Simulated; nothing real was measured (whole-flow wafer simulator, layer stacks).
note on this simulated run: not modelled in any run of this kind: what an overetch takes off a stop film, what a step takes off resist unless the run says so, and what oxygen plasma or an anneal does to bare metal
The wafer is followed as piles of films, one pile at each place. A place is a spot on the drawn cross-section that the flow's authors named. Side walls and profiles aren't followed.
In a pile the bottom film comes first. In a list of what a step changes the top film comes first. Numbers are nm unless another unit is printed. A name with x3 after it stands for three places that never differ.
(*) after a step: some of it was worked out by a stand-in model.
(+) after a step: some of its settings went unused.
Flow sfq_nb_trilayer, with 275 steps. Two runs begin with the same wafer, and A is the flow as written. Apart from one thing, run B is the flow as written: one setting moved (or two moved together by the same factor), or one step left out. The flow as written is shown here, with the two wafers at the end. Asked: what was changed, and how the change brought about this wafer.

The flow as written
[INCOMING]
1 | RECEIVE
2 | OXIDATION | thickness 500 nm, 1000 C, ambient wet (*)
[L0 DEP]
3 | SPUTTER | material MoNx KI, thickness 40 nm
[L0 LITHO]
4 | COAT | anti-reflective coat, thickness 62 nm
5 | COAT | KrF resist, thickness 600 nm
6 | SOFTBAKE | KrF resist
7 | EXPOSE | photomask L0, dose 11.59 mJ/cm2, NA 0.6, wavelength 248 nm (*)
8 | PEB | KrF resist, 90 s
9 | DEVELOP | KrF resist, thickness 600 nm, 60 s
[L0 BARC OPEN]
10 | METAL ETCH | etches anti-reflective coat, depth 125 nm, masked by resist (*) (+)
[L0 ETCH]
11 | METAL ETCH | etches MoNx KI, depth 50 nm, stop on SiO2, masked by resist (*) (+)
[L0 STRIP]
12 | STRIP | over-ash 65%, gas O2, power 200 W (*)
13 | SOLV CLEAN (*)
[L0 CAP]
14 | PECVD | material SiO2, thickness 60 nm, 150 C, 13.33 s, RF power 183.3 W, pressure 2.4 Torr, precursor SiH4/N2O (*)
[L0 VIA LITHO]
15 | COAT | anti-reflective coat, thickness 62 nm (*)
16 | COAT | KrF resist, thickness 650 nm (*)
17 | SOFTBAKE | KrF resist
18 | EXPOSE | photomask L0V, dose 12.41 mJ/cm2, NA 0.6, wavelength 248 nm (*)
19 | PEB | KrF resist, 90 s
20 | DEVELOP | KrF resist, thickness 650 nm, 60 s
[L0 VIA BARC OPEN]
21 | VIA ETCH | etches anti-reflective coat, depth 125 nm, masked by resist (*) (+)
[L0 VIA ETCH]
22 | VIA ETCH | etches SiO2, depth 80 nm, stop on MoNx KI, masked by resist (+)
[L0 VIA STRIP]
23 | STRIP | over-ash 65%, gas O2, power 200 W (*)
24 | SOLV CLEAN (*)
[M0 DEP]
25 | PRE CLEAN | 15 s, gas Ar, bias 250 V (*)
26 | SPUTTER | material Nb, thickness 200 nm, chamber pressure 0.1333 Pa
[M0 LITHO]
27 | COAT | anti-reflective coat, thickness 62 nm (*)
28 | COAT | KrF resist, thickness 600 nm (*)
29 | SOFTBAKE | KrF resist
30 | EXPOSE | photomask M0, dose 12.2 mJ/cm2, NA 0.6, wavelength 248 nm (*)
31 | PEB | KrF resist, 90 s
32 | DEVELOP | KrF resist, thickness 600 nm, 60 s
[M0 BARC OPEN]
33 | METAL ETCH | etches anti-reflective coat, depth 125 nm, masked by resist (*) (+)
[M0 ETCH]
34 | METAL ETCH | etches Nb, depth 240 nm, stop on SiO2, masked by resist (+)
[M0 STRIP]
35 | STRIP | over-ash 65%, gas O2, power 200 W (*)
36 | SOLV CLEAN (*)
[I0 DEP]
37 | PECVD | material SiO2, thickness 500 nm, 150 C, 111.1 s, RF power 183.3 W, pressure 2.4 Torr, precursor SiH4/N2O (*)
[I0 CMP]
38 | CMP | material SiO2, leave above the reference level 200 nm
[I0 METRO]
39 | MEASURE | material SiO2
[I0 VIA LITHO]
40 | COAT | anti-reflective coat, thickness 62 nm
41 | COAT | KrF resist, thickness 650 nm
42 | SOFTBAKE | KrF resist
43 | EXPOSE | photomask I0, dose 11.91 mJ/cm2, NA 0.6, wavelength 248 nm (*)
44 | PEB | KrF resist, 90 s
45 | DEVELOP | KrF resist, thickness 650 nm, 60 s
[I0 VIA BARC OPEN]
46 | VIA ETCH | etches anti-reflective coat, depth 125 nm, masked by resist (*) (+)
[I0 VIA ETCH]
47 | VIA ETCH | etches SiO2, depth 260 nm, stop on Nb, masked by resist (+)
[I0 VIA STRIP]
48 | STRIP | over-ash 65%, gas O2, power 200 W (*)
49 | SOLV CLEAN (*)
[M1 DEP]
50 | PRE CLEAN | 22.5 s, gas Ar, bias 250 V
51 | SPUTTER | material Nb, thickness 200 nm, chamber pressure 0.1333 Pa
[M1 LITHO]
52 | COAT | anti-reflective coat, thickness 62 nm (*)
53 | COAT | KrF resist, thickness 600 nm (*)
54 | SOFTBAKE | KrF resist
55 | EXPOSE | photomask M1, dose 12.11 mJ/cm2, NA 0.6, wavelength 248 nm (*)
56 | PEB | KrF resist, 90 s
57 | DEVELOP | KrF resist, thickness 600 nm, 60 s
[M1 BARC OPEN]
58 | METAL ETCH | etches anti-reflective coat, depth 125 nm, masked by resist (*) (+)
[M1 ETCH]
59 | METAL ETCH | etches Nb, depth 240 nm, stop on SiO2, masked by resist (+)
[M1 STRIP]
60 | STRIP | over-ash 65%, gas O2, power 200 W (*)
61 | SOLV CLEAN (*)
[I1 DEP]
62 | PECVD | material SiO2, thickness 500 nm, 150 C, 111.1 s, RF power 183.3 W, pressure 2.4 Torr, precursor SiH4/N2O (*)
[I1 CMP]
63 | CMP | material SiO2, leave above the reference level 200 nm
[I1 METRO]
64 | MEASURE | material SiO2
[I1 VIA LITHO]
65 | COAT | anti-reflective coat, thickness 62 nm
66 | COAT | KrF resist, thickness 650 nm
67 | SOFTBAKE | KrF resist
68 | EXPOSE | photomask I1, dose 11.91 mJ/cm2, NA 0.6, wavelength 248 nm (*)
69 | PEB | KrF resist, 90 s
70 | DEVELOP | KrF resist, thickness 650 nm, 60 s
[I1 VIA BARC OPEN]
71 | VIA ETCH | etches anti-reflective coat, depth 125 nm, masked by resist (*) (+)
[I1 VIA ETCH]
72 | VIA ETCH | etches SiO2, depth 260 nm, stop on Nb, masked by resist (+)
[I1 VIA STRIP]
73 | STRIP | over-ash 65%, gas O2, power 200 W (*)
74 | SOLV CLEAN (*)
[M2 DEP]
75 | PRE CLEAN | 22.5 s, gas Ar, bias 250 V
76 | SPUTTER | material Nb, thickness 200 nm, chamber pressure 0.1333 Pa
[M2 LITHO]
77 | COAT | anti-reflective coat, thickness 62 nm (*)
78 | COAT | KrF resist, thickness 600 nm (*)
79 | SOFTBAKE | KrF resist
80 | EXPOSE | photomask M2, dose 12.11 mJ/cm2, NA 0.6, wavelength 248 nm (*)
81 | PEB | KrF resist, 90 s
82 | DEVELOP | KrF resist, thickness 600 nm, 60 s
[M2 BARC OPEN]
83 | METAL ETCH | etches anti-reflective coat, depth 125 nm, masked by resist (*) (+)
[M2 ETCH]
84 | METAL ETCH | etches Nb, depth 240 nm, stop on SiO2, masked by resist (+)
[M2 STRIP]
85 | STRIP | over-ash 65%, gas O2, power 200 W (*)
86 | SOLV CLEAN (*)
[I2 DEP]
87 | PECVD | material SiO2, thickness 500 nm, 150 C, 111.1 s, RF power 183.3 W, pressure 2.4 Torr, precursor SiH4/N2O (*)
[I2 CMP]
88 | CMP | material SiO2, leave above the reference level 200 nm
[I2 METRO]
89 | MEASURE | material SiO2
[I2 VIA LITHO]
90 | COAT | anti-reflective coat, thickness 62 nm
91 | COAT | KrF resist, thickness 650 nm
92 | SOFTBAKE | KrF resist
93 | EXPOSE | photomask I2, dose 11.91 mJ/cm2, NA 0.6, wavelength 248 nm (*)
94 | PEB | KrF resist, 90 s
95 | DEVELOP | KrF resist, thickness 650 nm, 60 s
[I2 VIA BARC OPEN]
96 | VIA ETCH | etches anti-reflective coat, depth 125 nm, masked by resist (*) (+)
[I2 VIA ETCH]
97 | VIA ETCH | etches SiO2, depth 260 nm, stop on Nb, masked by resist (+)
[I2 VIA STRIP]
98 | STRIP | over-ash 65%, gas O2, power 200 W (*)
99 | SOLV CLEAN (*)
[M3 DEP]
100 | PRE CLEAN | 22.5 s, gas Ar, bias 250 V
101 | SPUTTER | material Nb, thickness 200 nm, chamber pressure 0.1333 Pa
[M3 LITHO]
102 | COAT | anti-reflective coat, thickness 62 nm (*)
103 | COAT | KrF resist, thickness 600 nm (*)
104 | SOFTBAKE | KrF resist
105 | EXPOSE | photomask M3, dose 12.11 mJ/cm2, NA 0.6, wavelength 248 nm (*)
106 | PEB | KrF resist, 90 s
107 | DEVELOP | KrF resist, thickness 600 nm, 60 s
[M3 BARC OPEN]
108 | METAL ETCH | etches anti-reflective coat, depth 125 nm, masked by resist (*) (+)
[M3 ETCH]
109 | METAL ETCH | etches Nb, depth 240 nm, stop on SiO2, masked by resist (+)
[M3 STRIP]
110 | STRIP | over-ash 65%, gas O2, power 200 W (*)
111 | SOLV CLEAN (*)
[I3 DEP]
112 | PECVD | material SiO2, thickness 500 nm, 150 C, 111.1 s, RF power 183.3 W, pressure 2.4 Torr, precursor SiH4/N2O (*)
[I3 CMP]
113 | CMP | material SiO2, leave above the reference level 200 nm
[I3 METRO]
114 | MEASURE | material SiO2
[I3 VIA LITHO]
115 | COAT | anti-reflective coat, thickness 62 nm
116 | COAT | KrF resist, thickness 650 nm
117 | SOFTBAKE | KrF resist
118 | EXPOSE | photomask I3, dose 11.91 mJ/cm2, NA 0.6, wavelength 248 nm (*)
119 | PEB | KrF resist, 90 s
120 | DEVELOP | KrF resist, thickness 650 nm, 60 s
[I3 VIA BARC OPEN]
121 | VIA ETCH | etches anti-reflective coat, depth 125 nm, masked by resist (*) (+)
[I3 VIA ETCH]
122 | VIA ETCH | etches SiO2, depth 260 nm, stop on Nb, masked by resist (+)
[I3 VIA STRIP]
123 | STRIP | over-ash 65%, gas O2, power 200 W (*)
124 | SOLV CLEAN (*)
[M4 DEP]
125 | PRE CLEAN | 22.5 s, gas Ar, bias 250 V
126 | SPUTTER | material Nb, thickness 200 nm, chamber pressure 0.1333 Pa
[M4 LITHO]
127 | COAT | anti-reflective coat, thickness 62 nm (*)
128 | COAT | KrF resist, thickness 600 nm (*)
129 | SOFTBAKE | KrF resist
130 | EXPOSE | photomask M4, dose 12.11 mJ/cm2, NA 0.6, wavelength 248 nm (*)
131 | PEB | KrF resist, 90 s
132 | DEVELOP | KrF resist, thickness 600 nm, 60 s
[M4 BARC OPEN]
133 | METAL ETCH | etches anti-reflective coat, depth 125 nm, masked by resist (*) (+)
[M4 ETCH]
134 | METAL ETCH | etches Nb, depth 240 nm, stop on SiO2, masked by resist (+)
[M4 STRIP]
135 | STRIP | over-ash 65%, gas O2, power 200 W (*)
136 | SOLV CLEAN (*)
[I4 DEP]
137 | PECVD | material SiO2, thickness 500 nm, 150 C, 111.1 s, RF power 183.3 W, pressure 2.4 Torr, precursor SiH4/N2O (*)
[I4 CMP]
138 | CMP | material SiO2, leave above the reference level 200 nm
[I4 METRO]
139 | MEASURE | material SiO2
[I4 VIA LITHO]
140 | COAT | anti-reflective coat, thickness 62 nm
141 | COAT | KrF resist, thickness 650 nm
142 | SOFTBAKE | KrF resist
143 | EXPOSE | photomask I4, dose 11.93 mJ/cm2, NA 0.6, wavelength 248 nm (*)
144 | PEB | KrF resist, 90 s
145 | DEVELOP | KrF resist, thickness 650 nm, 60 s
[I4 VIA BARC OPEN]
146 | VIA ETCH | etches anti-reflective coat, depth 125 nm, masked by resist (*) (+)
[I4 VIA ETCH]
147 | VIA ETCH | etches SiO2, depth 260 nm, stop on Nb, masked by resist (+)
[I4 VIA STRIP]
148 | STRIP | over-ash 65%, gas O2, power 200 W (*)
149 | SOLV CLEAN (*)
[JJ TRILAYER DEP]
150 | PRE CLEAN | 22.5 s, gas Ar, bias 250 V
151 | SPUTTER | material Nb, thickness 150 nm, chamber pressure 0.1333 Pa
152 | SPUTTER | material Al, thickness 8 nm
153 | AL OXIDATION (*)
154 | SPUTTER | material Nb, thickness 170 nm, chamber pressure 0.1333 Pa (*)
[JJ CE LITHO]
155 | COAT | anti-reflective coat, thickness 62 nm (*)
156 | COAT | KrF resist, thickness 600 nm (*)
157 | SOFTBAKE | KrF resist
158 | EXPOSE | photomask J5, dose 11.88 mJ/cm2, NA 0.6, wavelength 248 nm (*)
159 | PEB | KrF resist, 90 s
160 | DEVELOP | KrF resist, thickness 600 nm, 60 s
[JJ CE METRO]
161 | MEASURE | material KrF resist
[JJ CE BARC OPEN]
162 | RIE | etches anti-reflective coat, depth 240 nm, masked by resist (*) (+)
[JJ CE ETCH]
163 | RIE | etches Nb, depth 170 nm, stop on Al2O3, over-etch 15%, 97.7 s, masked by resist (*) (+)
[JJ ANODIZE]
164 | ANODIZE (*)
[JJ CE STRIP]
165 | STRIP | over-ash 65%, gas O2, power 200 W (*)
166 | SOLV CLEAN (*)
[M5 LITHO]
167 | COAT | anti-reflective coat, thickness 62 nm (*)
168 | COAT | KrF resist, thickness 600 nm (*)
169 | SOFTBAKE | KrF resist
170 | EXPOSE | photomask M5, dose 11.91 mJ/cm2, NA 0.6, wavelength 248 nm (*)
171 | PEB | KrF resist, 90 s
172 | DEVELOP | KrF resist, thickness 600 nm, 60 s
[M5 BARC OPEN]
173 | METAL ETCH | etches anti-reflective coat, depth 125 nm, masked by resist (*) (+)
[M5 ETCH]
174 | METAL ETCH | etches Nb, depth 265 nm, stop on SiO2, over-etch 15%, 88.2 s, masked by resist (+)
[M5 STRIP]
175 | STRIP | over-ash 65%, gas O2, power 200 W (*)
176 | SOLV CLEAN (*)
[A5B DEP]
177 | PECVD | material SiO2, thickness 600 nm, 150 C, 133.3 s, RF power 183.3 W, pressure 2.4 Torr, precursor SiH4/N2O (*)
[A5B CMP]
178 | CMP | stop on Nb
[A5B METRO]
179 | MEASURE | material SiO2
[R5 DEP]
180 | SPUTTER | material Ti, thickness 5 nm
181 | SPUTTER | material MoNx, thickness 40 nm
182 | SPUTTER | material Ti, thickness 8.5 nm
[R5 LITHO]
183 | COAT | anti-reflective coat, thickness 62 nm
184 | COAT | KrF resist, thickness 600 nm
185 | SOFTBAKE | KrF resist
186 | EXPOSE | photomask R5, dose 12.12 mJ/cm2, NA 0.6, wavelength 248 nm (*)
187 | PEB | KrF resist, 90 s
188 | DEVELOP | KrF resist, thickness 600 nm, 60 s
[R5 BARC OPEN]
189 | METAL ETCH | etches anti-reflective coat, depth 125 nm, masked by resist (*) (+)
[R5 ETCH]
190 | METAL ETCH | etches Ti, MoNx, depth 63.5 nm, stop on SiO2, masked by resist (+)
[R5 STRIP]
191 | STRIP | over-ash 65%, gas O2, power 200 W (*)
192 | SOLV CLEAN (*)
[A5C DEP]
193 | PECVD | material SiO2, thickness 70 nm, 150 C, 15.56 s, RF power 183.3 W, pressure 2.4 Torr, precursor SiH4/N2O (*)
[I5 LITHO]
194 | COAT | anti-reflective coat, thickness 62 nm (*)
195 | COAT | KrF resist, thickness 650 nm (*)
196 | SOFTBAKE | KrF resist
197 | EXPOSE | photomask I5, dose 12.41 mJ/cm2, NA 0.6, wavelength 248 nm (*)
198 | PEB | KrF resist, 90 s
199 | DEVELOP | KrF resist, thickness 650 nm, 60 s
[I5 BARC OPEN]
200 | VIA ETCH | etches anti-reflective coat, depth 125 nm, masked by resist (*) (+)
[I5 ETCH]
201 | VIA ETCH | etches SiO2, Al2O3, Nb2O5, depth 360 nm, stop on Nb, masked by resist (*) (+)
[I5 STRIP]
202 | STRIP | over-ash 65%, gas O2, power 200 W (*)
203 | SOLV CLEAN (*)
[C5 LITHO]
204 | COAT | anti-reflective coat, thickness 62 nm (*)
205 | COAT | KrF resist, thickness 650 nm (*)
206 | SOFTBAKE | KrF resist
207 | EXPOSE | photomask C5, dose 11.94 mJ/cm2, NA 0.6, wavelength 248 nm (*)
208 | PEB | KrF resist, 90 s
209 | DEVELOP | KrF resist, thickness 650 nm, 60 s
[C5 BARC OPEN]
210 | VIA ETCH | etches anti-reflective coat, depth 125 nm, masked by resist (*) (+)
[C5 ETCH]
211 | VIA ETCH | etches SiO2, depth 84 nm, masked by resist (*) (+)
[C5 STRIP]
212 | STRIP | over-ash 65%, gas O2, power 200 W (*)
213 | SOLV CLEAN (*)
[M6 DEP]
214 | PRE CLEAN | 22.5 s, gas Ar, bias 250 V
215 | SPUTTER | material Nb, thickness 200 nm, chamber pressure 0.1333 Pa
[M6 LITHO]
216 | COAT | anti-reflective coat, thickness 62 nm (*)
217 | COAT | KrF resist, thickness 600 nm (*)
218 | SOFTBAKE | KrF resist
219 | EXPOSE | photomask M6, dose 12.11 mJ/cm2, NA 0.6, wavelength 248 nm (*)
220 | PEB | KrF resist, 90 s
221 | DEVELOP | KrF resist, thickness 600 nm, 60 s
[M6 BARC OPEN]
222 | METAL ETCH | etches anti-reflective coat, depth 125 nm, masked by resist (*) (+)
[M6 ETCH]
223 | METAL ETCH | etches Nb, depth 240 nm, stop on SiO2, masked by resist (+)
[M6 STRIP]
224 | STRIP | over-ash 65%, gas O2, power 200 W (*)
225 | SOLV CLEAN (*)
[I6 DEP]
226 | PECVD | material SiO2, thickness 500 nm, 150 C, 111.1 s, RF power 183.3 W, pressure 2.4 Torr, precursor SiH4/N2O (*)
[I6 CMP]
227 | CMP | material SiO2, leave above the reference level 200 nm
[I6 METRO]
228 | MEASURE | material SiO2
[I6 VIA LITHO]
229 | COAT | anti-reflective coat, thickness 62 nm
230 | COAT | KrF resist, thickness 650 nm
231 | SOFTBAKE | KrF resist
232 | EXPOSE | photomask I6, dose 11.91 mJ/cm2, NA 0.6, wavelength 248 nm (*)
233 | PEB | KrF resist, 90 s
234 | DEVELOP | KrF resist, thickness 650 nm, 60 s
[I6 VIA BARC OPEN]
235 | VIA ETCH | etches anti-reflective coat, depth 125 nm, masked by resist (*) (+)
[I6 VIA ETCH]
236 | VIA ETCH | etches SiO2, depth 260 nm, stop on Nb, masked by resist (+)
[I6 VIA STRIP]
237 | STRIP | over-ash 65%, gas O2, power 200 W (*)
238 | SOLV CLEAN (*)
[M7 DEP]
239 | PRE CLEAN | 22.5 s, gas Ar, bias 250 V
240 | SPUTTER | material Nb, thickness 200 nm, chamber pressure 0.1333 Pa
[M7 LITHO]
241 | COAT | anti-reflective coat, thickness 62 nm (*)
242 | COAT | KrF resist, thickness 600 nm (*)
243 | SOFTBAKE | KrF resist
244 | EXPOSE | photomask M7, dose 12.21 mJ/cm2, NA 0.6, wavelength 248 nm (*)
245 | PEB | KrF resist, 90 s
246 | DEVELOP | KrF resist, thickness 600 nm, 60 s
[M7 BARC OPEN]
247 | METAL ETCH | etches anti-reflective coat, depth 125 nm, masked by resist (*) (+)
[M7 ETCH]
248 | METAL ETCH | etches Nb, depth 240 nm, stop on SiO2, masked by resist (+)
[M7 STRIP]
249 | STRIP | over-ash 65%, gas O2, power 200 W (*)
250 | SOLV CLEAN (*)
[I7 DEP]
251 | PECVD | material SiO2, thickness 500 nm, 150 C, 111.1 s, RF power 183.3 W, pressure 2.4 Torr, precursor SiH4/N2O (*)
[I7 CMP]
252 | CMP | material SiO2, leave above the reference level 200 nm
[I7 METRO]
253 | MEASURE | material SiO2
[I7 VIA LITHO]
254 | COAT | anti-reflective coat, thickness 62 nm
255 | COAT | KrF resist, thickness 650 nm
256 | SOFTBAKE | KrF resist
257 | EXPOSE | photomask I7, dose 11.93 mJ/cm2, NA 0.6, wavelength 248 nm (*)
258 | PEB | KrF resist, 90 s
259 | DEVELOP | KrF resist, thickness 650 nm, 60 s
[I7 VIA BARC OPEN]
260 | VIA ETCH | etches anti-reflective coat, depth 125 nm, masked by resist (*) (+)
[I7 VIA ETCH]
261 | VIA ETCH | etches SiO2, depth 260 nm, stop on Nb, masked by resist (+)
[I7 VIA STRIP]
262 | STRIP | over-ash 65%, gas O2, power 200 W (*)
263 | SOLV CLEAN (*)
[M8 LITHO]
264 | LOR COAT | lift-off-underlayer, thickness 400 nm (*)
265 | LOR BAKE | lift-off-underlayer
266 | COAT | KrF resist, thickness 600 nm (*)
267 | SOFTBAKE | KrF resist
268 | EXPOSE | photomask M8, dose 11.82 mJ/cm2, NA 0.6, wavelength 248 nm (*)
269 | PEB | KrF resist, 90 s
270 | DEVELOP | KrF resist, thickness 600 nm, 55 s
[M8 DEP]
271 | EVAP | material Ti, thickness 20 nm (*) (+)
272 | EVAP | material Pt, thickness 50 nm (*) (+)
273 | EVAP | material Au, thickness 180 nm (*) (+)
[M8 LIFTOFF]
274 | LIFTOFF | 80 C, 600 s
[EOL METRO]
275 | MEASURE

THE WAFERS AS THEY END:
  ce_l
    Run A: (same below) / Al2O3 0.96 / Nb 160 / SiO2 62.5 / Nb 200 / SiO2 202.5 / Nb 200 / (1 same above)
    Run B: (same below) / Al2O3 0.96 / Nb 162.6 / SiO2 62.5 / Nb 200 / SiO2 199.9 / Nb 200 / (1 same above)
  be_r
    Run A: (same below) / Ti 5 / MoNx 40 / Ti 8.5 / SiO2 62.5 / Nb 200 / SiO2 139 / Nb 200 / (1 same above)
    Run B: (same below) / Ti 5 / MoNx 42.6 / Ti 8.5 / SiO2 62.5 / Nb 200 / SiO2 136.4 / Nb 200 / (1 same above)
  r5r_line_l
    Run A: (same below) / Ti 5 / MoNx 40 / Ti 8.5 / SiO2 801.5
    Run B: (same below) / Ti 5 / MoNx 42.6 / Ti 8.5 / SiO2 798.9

Cause: step 181, SPUTTER: thickness 42.64 nm was run, though the flow has thickness 40 nm.
One can read it off the wafer: be_r has MoNx 42.6, and step 181 as written asks for 40 nm.

How this came from the change, step by step:
  181 | SPUTTER | material MoNx, thickness 40 nm
      field_l, v_sur, via_wl and 103 more: A MoNx gains 40 (new film) | B MoNx gains 42.6 (new film)
  190 | METAL ETCH | etches Ti, MoNx, depth 63.5 nm, stop on SiO2, masked by resist (+)
      field_l, v_sur, via_wl and 92 more: A Ti loses 8.5 (all of it), MoNx loses 40 (all of it), Ti loses 5 (all of it) | B Ti loses 8.5 (all of it), MoNx loses 42.6 (all of it), Ti loses 5 (all of it)
      ce_l, c5j, ce_r, wl_jj: A Ti loses 8.5 (all of it), MoNx loses 40 (all of it), Ti loses 5 (all of it), Nb loses 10 | B Ti loses 8.5 (all of it), MoNx loses 42.6 (all of it), Ti loses 5 (all of it), Nb loses 7.36
  194 | COAT | anti-reflective coat, thickness 62 nm (*)
      ce_r: A anti-reflective coat gains 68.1 (new film) | B anti-reflective coat gains 66.7 (new film)
  202 | STRIP | over-ash 65%, gas O2, power 200 W (*)
      ce_r: A KrF resist loses 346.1 (all of it), anti-reflective coat loses 68.1 (all of it) | B KrF resist loses 345.8 (all of it), anti-reflective coat loses 66.7 (all of it)
  204 | COAT | anti-reflective coat, thickness 62 nm (*)
      ce_r: A anti-reflective coat gains 67.2 (new film) | B anti-reflective coat gains 65.8 (new film)
  212 | STRIP | over-ash 65%, gas O2, power 200 W (*)
      ce_r: A KrF resist loses 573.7 (all of it), anti-reflective coat loses 67.2 (all of it) | B KrF resist loses 573.7 (all of it), anti-reflective coat loses 65.8 (all of it)
  216 | COAT | anti-reflective coat, thickness 62 nm (*)
      ce_r: A anti-reflective coat gains 48.8 (new film) | B anti-reflective coat gains 47.8 (new film)
  224 | STRIP | over-ash 65%, gas O2, power 200 W (*)
      ce_r: A KrF resist loses 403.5 (all of it), anti-reflective coat loses 48.8 (all of it) | B KrF resist loses 403 (all of it), anti-reflective coat loses 47.8 (all of it)
